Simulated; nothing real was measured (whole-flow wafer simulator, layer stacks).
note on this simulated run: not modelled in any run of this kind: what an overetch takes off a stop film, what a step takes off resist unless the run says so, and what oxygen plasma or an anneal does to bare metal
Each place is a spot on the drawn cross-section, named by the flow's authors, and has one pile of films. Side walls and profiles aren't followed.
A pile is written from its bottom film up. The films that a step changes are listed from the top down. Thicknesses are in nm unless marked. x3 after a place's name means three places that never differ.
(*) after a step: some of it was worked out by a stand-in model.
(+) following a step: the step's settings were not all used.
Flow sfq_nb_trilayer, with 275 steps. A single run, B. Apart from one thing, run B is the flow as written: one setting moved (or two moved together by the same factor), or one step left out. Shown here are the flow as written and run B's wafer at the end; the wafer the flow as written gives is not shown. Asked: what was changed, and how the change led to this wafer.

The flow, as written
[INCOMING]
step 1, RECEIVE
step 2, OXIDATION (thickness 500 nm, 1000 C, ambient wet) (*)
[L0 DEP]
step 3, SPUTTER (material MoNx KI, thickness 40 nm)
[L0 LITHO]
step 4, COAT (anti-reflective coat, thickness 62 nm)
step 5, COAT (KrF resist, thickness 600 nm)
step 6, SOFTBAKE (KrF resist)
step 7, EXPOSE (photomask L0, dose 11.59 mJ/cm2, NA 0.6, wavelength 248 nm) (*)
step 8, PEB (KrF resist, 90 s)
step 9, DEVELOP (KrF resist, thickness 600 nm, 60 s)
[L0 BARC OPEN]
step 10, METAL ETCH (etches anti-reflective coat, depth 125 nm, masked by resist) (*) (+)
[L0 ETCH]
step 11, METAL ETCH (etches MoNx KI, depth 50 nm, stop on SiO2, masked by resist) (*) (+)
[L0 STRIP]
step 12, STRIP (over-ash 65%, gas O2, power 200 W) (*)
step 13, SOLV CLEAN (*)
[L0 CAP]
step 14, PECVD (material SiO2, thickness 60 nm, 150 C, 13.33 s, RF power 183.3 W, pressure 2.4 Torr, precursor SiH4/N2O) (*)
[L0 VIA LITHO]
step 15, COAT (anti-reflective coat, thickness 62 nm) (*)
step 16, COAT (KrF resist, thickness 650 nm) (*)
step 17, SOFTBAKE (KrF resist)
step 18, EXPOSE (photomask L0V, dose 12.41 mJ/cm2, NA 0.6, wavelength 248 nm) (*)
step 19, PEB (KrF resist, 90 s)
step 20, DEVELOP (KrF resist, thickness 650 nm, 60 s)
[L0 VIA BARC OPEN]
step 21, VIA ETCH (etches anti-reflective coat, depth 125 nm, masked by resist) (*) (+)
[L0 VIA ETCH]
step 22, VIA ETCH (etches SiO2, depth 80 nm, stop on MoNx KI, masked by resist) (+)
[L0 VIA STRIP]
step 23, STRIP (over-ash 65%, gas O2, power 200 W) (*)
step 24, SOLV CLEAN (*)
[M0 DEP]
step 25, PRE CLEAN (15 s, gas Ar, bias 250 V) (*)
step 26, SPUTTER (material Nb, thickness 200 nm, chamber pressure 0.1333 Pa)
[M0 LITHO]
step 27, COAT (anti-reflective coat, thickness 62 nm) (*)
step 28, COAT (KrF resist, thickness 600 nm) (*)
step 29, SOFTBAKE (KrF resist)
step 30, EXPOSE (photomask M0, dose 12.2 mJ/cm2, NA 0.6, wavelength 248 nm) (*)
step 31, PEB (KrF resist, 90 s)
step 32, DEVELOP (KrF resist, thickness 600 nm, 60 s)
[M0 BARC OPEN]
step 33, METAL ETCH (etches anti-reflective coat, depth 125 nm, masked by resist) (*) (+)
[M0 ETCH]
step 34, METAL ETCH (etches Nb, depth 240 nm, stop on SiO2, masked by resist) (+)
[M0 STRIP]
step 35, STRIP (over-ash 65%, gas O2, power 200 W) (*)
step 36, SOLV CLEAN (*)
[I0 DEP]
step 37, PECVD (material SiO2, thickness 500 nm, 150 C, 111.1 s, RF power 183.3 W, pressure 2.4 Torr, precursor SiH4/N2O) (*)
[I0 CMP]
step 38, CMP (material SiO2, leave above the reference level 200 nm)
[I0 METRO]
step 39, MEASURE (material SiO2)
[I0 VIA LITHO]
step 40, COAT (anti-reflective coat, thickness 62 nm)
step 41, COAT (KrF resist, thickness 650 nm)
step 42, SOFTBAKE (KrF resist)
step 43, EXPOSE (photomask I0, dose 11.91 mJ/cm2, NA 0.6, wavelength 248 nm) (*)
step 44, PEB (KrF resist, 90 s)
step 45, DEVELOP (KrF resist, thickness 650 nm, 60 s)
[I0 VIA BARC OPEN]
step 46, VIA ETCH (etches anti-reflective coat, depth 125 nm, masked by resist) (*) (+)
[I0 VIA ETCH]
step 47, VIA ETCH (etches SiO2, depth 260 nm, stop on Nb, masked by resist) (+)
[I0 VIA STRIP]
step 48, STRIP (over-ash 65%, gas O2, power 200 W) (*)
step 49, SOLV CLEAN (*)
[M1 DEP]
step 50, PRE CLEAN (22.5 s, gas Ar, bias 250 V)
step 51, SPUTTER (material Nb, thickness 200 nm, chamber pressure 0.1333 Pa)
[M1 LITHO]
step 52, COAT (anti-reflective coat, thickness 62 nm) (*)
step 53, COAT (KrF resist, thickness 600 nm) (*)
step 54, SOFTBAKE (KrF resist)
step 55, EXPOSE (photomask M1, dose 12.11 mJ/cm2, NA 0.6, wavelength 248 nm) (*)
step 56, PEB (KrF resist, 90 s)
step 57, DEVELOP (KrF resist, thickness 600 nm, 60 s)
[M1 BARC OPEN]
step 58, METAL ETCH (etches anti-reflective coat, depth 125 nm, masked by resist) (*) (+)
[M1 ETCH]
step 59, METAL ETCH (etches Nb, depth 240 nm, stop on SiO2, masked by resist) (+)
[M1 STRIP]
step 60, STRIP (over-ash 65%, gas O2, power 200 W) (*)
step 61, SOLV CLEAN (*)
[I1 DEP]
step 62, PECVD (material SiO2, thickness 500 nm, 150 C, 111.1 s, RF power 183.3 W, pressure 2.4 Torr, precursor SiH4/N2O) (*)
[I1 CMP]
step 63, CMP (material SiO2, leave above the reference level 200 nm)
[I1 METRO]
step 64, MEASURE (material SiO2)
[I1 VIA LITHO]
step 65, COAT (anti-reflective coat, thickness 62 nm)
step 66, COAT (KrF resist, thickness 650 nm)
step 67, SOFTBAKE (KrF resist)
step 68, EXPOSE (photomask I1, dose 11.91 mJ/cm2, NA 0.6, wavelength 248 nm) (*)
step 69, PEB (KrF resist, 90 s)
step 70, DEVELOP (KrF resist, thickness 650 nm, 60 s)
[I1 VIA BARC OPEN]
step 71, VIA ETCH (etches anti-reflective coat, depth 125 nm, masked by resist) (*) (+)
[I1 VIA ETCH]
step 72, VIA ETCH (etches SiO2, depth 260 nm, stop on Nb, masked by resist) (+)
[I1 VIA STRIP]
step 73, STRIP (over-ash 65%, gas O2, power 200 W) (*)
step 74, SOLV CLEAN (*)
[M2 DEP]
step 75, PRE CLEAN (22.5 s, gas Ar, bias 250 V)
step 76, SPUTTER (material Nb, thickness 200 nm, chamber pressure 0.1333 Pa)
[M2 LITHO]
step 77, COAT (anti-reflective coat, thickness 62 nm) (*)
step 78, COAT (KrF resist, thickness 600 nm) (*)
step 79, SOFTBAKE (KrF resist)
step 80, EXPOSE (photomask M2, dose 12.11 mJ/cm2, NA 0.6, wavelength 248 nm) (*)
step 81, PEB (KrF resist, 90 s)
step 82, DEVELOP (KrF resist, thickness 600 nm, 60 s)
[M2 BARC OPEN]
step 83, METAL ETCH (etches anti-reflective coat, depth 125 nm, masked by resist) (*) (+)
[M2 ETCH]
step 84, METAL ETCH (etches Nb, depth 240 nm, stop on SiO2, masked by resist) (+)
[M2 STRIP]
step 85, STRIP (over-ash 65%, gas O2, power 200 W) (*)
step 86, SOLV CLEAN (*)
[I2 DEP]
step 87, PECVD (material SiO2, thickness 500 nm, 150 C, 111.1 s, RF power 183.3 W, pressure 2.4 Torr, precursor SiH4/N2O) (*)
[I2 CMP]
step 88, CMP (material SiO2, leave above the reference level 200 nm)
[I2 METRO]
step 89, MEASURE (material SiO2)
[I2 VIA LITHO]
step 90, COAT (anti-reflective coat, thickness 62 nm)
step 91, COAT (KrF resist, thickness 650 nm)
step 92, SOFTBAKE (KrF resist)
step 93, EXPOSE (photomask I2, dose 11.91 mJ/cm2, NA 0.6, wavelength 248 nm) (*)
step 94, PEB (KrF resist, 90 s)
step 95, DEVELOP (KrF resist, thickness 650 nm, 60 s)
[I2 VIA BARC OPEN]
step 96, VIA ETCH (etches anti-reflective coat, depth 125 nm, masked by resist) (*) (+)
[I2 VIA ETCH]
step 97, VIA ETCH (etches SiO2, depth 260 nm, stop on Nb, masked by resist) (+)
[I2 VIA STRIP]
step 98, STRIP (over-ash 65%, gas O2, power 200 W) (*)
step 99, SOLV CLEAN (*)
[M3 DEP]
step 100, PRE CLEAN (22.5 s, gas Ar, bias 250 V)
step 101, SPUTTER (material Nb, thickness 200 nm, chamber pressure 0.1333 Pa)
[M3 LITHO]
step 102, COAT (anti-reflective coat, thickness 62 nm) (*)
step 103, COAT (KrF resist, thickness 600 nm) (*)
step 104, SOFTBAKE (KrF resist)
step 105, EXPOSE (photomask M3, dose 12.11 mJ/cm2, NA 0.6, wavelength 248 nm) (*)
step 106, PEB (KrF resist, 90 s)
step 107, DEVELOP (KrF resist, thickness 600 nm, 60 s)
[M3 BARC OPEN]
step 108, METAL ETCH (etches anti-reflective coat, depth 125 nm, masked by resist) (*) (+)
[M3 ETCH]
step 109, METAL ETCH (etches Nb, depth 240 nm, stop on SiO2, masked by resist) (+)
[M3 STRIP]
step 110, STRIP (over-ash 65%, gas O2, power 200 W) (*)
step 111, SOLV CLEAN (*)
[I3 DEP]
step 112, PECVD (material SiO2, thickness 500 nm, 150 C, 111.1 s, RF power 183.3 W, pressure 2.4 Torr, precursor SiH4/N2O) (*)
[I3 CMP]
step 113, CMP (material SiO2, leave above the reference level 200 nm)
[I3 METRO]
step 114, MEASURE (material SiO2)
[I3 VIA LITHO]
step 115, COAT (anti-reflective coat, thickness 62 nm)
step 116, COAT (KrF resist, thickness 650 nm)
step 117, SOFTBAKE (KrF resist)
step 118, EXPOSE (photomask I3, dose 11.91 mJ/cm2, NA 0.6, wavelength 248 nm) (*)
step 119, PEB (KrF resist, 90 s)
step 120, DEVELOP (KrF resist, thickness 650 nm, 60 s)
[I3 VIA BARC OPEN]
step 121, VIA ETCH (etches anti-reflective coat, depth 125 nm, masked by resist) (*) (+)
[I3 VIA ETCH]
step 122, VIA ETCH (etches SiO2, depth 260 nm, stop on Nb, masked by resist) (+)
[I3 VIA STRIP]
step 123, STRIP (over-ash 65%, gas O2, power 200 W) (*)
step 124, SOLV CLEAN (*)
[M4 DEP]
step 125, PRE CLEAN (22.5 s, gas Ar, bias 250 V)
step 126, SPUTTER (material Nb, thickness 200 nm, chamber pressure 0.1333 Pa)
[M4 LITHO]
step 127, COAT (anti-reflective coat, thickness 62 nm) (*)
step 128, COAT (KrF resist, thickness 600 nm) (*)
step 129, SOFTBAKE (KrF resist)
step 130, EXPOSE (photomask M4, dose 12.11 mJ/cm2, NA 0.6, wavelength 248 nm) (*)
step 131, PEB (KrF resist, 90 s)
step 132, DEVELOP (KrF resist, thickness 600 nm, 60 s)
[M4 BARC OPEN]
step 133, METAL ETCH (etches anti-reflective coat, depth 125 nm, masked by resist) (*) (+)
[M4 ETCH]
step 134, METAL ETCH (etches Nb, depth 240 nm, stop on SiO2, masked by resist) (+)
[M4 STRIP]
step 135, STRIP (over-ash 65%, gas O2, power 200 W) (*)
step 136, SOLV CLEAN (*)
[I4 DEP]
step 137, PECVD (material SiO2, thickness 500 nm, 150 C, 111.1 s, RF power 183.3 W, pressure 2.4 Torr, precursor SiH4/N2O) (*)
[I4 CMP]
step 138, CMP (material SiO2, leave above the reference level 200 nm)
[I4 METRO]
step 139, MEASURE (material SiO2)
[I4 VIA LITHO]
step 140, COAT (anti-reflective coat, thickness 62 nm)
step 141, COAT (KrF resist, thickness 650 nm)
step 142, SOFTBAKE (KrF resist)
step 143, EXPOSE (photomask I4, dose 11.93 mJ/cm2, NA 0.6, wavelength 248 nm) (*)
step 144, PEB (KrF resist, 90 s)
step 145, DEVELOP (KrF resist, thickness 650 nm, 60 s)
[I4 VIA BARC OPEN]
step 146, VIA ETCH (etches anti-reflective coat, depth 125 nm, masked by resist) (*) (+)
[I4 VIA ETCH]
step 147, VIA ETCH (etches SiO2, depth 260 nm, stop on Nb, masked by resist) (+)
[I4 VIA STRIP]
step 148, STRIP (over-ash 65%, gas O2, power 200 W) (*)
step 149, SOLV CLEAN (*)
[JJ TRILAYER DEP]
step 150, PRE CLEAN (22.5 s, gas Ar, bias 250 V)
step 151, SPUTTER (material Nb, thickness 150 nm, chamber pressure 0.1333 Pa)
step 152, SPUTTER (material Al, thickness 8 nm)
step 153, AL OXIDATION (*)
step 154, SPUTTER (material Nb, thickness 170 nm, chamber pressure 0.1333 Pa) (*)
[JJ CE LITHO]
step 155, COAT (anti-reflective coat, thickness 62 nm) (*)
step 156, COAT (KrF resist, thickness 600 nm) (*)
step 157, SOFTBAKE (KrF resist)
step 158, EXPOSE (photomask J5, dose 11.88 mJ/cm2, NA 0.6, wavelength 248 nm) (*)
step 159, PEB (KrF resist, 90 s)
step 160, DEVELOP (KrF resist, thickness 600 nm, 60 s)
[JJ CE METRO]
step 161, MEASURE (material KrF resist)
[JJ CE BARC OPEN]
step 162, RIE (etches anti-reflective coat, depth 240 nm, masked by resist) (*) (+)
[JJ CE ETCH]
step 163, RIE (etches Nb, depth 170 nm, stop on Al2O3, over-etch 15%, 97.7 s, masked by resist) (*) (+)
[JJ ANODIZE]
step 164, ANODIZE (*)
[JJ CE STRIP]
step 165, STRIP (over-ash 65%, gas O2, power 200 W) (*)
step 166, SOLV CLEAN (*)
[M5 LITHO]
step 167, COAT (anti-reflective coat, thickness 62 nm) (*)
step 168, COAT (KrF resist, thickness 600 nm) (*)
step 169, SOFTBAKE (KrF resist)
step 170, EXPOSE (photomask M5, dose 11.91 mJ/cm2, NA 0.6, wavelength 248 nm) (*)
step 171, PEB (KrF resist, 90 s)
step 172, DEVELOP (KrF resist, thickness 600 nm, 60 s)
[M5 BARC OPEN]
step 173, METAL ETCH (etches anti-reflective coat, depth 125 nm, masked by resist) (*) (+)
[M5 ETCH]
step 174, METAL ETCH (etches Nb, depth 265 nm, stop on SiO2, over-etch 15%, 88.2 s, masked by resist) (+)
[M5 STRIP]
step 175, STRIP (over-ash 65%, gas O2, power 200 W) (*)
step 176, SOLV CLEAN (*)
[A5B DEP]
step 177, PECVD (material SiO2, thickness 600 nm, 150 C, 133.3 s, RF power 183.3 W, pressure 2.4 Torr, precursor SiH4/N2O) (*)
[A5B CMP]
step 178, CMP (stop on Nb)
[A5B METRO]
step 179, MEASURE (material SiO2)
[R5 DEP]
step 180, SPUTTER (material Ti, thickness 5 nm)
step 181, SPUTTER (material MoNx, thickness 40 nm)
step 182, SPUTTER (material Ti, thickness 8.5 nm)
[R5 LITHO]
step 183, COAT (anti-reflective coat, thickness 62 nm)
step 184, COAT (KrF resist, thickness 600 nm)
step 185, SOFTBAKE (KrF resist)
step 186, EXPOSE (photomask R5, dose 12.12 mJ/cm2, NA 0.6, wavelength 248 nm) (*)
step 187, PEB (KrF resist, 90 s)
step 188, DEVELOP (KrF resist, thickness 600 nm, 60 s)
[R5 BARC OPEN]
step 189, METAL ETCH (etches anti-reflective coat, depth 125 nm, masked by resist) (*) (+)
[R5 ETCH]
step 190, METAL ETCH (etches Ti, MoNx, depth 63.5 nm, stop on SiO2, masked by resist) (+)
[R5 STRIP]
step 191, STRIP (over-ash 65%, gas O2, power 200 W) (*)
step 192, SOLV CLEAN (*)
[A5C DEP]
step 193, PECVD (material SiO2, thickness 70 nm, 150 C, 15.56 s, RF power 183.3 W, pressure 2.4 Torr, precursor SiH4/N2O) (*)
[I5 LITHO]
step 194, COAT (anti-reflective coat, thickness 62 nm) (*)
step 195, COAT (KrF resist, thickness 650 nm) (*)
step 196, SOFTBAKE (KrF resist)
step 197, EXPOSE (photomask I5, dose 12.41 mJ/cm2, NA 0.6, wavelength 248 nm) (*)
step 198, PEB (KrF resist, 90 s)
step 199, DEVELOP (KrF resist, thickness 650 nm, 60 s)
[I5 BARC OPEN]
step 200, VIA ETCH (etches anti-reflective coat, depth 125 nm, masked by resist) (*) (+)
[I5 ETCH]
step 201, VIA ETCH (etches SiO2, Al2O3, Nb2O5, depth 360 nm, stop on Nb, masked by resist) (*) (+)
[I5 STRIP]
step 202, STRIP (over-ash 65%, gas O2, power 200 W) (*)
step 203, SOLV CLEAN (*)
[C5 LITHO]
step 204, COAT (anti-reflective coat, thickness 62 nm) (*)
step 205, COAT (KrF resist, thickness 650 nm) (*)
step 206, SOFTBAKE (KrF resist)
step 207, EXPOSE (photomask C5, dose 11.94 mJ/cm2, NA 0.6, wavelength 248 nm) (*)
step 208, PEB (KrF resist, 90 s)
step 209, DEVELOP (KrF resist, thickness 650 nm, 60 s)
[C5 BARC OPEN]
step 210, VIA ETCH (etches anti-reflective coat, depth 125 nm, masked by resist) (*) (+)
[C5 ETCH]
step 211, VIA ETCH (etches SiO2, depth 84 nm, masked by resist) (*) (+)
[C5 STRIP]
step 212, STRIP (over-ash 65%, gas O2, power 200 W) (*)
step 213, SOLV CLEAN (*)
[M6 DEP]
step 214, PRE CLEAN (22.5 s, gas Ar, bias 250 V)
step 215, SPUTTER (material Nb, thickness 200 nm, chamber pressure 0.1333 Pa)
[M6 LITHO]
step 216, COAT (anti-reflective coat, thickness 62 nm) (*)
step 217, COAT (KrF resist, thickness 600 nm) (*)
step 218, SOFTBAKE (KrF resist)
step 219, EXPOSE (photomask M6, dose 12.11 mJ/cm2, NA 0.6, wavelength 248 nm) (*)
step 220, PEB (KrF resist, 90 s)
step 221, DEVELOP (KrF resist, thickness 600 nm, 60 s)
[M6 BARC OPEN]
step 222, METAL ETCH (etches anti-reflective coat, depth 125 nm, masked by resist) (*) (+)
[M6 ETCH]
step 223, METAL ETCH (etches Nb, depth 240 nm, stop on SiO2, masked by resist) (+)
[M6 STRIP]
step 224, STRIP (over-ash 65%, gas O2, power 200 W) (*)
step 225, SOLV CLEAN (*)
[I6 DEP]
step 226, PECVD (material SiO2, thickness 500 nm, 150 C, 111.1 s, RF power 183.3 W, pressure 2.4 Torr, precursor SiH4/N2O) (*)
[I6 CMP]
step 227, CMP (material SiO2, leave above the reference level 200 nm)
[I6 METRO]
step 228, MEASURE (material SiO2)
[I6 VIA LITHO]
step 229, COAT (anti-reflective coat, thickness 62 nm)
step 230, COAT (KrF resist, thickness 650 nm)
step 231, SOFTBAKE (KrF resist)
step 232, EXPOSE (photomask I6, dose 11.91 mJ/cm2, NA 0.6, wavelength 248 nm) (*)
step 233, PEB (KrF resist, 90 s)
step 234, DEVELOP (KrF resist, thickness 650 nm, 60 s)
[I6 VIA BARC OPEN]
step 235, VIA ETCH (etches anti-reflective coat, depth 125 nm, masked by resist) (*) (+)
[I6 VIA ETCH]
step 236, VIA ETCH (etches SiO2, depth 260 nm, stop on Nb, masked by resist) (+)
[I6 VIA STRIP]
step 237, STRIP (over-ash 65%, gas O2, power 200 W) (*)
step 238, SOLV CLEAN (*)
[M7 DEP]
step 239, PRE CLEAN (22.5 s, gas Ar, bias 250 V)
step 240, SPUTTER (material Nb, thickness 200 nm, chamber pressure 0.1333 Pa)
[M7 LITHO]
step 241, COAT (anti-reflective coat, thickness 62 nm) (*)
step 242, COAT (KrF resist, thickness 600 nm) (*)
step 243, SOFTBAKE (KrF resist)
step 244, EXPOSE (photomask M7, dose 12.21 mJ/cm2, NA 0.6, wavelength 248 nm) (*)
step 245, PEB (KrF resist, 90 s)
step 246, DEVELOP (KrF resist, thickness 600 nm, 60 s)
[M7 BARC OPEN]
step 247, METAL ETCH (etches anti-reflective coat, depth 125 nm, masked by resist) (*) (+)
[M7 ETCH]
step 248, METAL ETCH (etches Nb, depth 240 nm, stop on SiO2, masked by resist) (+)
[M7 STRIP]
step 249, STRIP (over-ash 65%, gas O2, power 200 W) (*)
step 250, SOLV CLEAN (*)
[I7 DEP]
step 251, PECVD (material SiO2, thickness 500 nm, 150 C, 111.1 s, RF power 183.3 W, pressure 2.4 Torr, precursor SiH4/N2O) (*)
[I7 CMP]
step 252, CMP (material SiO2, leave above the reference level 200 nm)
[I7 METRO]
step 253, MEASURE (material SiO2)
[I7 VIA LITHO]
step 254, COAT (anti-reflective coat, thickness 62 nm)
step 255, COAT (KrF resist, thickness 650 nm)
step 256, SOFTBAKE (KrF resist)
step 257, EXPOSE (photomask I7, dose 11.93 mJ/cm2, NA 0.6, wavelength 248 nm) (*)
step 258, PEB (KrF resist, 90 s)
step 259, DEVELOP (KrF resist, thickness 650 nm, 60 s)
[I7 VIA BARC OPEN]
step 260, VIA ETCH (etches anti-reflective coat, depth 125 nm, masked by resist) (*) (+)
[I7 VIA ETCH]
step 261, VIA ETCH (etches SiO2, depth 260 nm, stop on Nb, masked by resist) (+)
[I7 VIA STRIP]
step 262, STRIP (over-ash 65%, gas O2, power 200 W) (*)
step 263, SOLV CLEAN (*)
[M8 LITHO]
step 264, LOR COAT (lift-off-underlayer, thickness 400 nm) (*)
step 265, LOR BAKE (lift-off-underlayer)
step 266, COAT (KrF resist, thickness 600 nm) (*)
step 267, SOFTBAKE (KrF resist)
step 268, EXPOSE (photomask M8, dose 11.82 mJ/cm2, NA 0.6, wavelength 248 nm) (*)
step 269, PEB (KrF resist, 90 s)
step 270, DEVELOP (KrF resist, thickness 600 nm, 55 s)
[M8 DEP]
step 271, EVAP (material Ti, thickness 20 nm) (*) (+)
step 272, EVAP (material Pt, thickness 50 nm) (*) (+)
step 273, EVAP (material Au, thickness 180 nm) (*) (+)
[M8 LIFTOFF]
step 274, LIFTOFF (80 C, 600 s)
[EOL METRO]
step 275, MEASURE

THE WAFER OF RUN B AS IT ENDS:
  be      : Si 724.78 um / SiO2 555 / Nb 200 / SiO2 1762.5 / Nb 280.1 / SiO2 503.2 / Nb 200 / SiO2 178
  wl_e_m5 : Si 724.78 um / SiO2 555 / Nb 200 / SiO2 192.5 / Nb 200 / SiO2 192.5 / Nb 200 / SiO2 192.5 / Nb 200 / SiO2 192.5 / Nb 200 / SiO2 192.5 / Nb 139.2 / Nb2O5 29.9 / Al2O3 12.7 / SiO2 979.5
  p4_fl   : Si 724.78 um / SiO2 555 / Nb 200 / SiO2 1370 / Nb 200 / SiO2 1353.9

What caused this: step 252, CMP: leave above the reference level 178 nm was run, while the flow as written has leave above the reference level 200 nm.
The wafer lets one read it off: be has SiO2 178, and step 252 as written asks for 200 nm.

Step by step, how the change led to this:
  step 252, CMP (material SiO2, leave above the reference level 200 nm)
      field_l, p4_fl, p4_fm and 56 more: SiO2 loses 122 (it would be, as written: SiO2 loses 100)
      v_sur, via_wl, via_w and 37 more: SiO2 loses 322 (it would be, as written: SiO2 loses 300)
      (as well as at 7 more places)
  step 261, VIA ETCH (etches SiO2, depth 260 nm, stop on Nb, masked by resist) (+)
      via_wl, via_w, via_wr: SiO2 loses 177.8 (all of it) (it would be, as written: SiO2 loses 199.8 (all of it))
  step 264, LOR COAT (lift-off-underlayer, thickness 400 nm) (*)
      via_wl, via_wr: lift-off-underlayer gains 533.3 (new film) (it would be, as written: lift-off-underlayer gains 549.8 (new film))
      via_w: lift-off-underlayer gains 521.4 (new film) (it would be, as written: lift-off-underlayer gains 536.4 (new film))
  step 270, DEVELOP (KrF resist, thickness 600 nm, 55 s)
      via_wl: KrF resist loses 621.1 (all of it), lift-off-underlayer loses 533.3 (all of it) (it would be, as written: KrF resist loses 623.9 (all of it), lift-off-underlayer loses 549.8 (all of it))
      via_w: KrF resist loses 631.4 (all of it), lift-off-underlayer loses 521.4 (all of it) (it would be, as written: KrF resist loses 635.4 (all of it), lift-off-underlayer loses 536.4 (all of it))
      (as well as at 1 more place)
